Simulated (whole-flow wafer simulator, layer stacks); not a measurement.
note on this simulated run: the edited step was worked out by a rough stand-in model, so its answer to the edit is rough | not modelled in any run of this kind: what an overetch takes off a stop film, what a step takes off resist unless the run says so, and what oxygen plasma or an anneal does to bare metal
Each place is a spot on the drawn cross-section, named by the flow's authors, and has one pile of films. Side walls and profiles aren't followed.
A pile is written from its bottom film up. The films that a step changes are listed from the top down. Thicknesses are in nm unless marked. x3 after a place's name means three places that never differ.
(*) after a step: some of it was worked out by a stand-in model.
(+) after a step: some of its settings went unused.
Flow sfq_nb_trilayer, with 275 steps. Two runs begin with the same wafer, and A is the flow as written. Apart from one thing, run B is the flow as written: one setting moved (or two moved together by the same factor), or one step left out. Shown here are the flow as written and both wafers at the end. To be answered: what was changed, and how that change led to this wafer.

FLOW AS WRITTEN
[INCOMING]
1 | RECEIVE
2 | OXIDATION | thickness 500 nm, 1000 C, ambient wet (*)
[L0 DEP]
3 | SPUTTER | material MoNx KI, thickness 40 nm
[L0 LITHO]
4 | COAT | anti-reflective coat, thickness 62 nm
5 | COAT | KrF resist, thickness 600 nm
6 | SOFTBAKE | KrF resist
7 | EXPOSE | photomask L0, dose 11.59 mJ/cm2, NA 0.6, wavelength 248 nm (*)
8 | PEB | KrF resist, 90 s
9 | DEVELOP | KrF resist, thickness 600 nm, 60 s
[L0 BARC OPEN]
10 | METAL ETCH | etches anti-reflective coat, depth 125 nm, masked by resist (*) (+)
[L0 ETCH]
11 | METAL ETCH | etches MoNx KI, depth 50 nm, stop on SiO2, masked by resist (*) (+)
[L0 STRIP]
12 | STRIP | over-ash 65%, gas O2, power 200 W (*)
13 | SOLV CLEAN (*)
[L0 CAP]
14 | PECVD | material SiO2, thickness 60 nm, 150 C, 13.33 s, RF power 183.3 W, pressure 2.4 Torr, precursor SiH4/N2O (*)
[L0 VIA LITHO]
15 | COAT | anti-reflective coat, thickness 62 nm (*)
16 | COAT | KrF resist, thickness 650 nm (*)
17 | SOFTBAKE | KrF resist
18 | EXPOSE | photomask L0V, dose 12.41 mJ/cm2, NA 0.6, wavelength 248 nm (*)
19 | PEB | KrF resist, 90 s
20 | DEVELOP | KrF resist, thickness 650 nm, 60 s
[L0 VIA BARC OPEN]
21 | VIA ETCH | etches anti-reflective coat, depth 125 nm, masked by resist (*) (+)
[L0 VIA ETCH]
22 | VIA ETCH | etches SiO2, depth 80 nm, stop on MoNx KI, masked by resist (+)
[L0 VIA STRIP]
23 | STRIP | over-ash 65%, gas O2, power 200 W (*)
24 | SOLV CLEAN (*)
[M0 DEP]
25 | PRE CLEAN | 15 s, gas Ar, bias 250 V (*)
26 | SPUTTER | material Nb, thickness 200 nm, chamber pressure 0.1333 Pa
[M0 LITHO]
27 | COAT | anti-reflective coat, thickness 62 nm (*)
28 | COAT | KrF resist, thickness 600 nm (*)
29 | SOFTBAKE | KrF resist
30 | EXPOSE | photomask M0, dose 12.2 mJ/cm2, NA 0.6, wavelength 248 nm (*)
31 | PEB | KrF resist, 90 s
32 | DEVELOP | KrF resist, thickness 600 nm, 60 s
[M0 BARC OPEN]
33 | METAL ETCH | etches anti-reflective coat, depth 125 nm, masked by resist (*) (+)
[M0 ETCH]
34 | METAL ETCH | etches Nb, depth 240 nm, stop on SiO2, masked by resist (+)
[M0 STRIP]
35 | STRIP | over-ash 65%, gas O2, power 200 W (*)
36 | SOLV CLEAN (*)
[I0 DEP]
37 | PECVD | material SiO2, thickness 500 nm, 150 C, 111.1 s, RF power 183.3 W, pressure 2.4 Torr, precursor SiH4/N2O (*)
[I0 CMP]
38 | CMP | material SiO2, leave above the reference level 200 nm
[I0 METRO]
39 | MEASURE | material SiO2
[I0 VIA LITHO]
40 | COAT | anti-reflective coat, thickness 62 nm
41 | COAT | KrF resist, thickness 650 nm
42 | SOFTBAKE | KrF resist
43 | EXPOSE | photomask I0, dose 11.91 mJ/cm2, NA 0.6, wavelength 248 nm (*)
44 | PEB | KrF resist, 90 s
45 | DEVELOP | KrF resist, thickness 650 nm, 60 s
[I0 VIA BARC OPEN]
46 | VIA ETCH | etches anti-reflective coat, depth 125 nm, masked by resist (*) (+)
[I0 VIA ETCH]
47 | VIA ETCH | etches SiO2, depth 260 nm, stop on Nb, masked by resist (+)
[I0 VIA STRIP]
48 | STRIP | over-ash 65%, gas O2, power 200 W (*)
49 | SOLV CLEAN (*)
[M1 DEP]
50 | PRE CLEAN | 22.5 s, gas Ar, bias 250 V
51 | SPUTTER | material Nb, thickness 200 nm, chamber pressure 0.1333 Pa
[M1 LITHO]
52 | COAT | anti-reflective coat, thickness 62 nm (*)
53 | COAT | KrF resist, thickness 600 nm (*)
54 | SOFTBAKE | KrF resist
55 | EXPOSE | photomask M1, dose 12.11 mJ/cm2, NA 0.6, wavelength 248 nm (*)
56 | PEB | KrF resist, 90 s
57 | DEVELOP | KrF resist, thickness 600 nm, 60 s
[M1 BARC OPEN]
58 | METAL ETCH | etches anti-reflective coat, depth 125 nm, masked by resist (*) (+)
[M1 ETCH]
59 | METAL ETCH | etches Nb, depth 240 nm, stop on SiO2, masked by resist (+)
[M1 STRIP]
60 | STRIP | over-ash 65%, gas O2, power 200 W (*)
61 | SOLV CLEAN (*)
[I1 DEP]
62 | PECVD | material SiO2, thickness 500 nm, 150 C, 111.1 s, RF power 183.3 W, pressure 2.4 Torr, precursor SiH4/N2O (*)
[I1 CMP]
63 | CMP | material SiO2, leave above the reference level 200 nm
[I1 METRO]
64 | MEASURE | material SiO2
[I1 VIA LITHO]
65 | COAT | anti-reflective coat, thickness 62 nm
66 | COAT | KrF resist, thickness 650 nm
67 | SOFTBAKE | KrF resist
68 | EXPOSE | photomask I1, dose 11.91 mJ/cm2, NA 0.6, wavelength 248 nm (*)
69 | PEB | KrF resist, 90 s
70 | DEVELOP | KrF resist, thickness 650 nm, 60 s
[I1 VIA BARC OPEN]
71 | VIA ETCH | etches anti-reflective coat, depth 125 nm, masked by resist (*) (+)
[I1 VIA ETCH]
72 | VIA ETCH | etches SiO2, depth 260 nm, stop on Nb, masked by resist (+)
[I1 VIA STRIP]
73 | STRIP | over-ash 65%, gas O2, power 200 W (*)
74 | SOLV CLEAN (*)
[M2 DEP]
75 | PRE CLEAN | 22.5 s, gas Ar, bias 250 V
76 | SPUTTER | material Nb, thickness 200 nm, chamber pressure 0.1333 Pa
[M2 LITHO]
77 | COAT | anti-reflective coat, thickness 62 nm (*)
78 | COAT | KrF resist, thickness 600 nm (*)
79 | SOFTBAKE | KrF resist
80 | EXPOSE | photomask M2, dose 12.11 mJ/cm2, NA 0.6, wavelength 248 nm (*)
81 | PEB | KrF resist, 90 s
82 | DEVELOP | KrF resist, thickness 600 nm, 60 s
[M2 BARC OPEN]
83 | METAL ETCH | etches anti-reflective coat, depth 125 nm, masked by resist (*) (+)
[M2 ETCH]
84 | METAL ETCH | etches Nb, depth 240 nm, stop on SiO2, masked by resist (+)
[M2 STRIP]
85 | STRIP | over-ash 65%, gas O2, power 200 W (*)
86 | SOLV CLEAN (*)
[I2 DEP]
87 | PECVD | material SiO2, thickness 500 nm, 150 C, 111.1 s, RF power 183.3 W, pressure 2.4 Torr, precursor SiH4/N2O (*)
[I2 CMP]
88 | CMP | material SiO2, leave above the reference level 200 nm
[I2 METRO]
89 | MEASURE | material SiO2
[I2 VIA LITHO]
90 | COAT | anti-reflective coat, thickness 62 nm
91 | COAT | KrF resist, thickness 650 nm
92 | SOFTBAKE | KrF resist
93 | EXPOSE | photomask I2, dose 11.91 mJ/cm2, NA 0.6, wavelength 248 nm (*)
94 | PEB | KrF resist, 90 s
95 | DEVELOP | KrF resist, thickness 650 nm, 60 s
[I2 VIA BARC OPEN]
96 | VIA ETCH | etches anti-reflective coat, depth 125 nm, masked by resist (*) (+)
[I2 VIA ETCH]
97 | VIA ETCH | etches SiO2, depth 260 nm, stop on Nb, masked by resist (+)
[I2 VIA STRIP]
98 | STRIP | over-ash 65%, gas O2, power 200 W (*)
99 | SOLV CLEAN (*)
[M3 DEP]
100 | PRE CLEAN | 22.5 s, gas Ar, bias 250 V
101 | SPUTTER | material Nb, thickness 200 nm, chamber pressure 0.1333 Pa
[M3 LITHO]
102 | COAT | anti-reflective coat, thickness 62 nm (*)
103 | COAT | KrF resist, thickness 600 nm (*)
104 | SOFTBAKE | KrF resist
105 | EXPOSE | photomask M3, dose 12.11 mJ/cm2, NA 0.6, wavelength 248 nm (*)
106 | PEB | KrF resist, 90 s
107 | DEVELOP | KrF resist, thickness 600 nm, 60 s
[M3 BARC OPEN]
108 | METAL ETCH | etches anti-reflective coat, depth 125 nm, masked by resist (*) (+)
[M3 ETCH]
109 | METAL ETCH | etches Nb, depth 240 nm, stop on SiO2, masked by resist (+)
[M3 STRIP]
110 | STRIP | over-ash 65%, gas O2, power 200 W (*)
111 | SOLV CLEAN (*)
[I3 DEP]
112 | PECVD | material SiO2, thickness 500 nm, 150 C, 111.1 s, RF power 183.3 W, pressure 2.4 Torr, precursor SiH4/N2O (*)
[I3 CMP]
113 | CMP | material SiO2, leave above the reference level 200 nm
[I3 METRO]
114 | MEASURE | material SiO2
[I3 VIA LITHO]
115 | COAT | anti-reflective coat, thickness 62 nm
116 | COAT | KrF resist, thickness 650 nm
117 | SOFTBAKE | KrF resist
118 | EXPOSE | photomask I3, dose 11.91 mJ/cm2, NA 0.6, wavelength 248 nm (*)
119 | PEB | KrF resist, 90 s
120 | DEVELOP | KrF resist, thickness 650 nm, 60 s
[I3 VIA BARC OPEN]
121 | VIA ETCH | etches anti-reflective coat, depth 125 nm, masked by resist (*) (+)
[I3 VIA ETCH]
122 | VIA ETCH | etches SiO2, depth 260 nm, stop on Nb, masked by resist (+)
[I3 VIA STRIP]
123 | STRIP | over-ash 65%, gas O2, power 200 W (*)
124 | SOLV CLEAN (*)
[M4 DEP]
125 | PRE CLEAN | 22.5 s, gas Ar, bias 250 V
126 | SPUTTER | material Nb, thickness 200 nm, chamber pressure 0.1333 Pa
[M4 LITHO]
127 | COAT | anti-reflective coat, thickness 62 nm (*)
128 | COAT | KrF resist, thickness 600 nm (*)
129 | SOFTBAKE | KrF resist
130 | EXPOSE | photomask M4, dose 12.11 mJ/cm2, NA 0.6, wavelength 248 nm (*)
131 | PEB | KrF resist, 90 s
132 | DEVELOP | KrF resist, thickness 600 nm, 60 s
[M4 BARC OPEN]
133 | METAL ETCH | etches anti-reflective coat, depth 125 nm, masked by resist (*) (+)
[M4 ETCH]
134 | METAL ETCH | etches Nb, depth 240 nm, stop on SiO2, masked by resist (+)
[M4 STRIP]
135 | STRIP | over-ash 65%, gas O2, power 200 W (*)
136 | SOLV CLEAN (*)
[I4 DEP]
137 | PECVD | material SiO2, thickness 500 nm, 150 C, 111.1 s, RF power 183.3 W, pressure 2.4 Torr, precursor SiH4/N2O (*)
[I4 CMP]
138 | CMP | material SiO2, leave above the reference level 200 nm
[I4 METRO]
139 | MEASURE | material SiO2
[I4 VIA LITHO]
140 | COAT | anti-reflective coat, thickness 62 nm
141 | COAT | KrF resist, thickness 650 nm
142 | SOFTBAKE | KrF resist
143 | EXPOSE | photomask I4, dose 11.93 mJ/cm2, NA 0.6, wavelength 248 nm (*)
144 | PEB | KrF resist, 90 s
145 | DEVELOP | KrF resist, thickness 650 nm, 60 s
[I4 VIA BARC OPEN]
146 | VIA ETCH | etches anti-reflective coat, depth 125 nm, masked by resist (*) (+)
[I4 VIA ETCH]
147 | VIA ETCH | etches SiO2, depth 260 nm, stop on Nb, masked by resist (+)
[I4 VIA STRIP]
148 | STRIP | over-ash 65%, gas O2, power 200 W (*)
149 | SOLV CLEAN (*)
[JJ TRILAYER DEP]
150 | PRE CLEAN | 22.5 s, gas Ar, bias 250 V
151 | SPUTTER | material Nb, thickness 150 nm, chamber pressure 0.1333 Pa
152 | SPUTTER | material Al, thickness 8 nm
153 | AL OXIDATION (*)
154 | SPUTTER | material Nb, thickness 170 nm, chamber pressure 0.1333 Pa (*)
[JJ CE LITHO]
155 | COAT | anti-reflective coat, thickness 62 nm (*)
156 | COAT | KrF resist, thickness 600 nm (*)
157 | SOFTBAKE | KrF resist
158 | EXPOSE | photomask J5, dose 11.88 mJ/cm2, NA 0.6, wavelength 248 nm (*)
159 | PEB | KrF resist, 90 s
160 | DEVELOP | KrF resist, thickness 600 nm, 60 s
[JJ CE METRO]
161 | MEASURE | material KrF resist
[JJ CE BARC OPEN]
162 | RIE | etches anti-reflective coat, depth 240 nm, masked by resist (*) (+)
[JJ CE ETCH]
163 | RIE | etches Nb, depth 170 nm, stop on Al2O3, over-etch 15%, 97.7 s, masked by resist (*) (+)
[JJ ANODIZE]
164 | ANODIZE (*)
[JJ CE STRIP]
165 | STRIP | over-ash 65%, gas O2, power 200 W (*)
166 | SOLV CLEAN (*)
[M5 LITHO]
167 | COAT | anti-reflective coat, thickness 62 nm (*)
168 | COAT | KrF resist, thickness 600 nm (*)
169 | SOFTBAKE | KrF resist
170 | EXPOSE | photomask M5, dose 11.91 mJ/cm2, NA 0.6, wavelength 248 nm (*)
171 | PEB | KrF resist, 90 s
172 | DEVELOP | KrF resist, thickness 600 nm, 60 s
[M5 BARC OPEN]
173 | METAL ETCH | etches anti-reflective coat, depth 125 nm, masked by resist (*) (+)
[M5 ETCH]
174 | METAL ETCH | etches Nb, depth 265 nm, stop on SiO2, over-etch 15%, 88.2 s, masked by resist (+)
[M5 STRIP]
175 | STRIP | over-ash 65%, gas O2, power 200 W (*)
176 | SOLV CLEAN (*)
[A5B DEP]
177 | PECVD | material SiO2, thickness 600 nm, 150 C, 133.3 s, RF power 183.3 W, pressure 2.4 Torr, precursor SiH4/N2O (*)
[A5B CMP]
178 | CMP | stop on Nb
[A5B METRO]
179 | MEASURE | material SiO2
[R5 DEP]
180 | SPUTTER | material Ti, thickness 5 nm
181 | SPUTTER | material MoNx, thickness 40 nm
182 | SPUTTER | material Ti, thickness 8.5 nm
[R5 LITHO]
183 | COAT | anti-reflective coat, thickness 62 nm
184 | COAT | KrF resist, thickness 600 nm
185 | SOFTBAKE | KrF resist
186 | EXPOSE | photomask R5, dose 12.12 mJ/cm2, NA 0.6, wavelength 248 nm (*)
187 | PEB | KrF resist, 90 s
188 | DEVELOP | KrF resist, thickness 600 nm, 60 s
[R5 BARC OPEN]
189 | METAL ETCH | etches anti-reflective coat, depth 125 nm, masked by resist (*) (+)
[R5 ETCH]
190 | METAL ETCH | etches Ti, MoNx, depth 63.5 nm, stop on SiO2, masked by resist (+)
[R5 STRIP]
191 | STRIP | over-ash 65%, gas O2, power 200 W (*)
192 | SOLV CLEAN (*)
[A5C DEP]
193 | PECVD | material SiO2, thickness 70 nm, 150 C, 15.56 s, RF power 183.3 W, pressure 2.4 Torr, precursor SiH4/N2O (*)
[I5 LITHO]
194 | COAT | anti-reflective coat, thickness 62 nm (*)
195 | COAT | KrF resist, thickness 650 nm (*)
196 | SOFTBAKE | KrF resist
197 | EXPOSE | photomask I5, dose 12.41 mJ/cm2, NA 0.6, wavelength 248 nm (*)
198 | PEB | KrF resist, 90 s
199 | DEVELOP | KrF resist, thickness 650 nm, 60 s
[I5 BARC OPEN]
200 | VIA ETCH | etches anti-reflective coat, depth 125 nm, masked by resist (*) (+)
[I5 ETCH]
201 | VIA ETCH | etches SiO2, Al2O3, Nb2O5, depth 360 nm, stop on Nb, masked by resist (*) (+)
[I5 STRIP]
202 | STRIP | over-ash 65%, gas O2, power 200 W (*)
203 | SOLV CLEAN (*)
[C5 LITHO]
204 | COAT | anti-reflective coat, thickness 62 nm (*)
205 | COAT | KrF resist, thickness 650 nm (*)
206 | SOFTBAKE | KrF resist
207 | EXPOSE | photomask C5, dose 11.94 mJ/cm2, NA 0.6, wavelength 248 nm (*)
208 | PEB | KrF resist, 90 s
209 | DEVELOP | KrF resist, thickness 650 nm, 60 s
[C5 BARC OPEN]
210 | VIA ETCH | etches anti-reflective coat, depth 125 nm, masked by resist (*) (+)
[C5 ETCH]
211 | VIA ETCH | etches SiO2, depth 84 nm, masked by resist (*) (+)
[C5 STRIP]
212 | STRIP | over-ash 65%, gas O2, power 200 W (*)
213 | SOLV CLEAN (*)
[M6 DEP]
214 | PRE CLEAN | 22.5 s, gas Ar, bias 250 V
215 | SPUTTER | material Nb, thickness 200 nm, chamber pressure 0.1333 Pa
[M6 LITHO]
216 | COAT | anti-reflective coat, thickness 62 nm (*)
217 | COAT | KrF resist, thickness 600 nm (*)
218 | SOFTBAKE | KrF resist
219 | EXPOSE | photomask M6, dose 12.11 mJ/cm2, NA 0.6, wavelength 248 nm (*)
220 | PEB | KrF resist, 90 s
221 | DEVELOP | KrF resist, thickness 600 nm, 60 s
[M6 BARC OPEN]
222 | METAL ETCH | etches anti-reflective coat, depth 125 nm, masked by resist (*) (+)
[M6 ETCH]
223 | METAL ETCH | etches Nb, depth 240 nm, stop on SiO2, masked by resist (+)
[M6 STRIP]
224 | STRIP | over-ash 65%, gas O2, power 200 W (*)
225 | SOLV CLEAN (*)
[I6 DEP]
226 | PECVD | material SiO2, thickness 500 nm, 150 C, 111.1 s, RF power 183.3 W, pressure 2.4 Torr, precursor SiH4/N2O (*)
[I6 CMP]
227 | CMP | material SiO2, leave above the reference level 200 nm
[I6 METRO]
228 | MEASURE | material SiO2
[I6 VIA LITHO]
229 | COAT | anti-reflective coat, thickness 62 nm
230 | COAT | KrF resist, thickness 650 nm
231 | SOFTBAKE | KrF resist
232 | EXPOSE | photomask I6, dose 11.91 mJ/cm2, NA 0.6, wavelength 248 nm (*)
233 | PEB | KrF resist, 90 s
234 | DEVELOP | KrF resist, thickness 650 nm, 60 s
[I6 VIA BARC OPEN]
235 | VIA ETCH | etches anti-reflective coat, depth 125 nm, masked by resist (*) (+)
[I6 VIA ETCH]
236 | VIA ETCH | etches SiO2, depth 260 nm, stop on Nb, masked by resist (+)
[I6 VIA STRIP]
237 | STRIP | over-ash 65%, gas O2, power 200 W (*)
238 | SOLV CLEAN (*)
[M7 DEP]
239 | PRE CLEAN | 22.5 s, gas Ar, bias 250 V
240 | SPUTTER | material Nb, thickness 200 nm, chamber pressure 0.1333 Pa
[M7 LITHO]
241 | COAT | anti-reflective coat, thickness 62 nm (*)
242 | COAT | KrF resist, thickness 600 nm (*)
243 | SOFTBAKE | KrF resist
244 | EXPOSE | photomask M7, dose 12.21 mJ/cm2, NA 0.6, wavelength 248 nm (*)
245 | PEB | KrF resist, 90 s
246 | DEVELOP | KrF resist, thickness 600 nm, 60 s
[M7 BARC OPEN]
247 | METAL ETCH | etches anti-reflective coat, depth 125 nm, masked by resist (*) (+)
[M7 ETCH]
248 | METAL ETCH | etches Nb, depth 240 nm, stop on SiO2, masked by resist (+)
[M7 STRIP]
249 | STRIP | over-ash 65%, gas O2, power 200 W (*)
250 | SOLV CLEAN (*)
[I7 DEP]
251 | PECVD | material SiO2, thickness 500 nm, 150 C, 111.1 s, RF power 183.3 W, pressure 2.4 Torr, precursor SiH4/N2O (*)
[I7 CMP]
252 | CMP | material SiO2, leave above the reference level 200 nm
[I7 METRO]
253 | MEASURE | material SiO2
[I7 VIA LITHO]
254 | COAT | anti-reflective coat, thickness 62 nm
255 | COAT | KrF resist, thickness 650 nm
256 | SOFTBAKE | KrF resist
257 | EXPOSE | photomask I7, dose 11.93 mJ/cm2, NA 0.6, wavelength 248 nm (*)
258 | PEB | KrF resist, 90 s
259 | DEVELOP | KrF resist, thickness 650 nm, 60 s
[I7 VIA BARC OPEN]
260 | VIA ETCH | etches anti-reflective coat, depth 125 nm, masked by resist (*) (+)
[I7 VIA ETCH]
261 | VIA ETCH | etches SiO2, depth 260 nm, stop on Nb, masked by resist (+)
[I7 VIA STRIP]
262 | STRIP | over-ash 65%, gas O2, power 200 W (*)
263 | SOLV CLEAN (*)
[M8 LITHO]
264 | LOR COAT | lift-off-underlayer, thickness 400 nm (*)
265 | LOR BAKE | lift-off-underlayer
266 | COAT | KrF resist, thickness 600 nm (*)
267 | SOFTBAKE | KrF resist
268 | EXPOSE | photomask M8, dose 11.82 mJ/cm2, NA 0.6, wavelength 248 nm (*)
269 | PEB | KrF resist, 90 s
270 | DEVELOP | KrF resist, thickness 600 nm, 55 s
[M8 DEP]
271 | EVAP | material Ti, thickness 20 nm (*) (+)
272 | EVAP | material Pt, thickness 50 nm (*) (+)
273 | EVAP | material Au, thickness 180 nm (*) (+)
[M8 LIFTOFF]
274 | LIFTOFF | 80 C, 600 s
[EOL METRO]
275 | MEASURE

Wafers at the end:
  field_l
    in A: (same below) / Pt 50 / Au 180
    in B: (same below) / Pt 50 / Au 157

What caused this: step 273, EVAP: thickness 157 nm was run, though the flow has thickness 180 nm.
The wafer itself shows it: field_l has Au 157, and step 273 as written asks for 180 nm.

Step by step, how the change led to this:
  273 | EVAP | material Au, thickness 180 nm (*) (+)
      field_l, v_sur, via_wl and 103 more: A Au gains 180 (new film) | B Au gains 157 (new film)
  274 | LIFTOFF | 80 C, 600 s
      p4_fl, p4_fm, p4_w1 and 71 more: A Au loses 180 (all of it), Pt loses 50 (all of it), Ti loses 20 (all of it), KrF resist loses 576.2 (all of it), lift-off-underlayer loses 400 (all of it) | B Au loses 157 (all of it), Pt loses 50 (all of it), Ti loses 20 (all of it), KrF resist loses 576.2 (all of it), lift-off-underlayer loses 400 (all of it)
      c5j, ce_r: A Au loses 180 (all of it), Pt loses 50 (all of it), Ti loses 20 (all of it), KrF resist loses 573.3 (all of it), lift-off-underlayer loses 399.3 (all of it) | B Au loses 157 (all of it), Pt loses 50 (all of it), Ti loses 20 (all of it), KrF resist loses 573.3 (all of it), lift-off-underlayer loses 399.3 (all of it)
      (as well as at 19 more places)
